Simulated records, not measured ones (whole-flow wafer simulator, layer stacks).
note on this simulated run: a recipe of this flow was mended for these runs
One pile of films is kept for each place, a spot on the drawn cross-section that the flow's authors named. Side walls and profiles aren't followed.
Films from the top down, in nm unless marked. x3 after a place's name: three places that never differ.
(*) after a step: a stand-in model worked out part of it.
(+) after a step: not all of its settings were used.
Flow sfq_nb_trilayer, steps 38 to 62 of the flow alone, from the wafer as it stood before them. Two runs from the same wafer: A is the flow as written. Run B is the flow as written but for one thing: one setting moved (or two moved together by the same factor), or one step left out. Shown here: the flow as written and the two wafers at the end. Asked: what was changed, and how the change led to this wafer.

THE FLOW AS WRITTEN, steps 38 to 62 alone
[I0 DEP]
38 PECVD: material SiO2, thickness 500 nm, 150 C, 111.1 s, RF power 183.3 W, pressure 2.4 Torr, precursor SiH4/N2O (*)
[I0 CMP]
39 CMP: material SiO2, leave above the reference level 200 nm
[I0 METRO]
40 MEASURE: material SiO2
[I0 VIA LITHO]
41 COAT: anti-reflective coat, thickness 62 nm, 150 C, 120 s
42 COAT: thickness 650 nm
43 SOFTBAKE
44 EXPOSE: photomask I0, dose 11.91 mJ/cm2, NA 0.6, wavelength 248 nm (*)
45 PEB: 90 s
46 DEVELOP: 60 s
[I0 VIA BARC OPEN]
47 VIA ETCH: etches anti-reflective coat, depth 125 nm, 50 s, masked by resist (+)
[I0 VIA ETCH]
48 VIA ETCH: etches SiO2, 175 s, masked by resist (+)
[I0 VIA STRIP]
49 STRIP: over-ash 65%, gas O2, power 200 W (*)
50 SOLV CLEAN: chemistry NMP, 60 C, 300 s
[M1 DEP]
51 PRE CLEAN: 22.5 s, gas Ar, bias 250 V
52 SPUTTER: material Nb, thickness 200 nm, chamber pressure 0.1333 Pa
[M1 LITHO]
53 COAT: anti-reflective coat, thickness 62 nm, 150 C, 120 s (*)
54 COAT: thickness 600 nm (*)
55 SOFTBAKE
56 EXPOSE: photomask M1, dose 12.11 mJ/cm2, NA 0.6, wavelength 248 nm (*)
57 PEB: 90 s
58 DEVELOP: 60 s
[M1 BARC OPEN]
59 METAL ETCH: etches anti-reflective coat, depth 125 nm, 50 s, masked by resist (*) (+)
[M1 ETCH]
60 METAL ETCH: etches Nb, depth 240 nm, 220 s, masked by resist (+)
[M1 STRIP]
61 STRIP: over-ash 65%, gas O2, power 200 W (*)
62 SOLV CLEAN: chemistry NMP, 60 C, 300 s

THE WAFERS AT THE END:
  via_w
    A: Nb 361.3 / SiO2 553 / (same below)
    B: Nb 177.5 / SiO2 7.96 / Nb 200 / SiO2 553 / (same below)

The cause: step 48, VIA ETCH: 124 s was run, where the flow has 175 s.

How the change led to this, step by step:
  48 VIA ETCH: etches SiO2, 175 s, masked by resist (+)
      via_w: A SiO2 -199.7 (all of it), Nb -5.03 | B SiO2 -184.2
      field_l, v_sur, via_wl and 102 more: A KrF-resist-other-grade -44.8 | B KrF-resist-other-grade -31.8
  49 STRIP: over-ash 65%, gas O2, power 200 W (*)
      field_l, v_sur, via_wl and 102 more: A KrF-resist-other-grade -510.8 (all of it), anti-reflective coat -62 (all of it) | B KrF-resist-other-grade -523.9 (all of it), anti-reflective coat -62 (all of it)
  51 PRE CLEAN: 22.5 s, gas Ar, bias 250 V
      via_w: A Nb -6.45 | B SiO2 -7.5
  52 SPUTTER: material Nb, thickness 200 nm, chamber pressure 0.1333 Pa
      via_w: A Nb +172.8 | B Nb +177.5 (new film)
  53 COAT: anti-reflective coat, thickness 62 nm, 150 C, 120 s (*)
      v_sur: A anti-reflective coat +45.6 (new film) | B anti-reflective coat +46.6 (new film)
      via_wl: A anti-reflective coat +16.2 (new film) | B anti-reflective coat +16.8 (new film)
      (and at 1 more place)
  54 COAT: thickness 600 nm (*)
      via_w: A KrF-resist-other-grade +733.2 (new film) | B KrF-resist-other-grade +716.9 (new film)
  61 STRIP: over-ash 65%, gas O2, power 200 W (*)
      v_sur: A KrF-resist-other-grade -361.9 (all of it), anti-reflective coat -45.6 (all of it) | B KrF-resist-other-grade -362.9 (all of it), anti-reflective coat -46.6 (all of it)
      via_wl: A KrF-resist-other-grade -382.3 (all of it), anti-reflective coat -16.2 (all of it) | B KrF-resist-other-grade -384.6 (all of it), anti-reflective coat -16.8 (all of it)
      (and at 1 more place)
Counting metal films that touch as one body, via_w has 2 bodies (between them, from the top down: SiO2 7.96); the flow as written gives 1 body.
